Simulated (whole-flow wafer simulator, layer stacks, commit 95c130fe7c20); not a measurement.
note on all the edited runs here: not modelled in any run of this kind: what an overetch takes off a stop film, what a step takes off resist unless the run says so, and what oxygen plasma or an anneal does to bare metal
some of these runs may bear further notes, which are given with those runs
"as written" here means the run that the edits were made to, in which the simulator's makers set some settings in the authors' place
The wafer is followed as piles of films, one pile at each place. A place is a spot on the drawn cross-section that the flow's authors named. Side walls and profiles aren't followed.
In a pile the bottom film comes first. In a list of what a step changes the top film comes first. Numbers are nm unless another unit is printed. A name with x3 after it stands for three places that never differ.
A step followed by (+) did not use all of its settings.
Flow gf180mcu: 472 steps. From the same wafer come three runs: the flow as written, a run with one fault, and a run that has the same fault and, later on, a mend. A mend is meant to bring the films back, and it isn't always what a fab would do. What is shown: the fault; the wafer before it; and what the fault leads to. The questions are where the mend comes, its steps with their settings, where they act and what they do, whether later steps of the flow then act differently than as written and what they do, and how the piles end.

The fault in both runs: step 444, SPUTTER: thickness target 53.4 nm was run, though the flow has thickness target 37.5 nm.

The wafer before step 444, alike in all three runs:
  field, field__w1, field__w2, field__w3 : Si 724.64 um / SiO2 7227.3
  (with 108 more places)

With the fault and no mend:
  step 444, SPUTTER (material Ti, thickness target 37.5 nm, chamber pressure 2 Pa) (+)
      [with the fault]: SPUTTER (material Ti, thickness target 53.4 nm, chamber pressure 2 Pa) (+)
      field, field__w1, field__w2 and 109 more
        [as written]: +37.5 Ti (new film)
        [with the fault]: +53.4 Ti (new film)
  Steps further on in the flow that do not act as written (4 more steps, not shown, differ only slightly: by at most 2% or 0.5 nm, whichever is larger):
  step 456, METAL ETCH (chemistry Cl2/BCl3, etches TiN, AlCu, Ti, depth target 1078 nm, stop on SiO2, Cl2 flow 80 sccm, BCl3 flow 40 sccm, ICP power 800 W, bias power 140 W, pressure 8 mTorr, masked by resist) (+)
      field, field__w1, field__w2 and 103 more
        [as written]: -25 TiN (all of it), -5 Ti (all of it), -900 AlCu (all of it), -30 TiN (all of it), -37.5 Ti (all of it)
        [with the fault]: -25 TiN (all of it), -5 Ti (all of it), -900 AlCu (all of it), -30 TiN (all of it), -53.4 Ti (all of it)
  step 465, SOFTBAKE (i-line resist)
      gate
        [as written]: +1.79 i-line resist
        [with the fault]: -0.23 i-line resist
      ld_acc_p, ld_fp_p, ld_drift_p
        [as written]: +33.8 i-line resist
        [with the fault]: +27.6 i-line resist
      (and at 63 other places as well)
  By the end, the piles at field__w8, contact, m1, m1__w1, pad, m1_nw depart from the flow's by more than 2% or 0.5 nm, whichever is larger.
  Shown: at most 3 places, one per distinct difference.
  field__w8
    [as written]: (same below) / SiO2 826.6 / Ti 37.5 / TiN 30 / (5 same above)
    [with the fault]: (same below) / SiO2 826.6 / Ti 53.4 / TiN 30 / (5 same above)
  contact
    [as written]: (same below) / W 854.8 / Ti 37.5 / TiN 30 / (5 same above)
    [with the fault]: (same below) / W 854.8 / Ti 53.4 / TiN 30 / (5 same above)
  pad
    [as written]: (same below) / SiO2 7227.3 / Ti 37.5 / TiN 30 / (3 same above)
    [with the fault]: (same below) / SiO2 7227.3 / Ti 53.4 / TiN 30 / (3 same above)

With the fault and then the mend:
  The mend stands after step 444.
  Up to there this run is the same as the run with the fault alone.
  step 444a, METAL ETCH (chemistry Cl2/BCl3, etches TiN, AlCu, Ti, depth target 15.9 nm, Cl2 flow 80 sccm, BCl3 flow 40 sccm, ICP power 800 W, bias power 140 W, pressure 8 mTorr) (a further turn of the flow's step 260, with different settings)
      field, field__w1, field__w2 and 109 more
        -15.9 Ti
  None of the later steps of the flow acts differently than as written at any place that is followed.
  At every place that both follow, the piles at the end match the flow's.
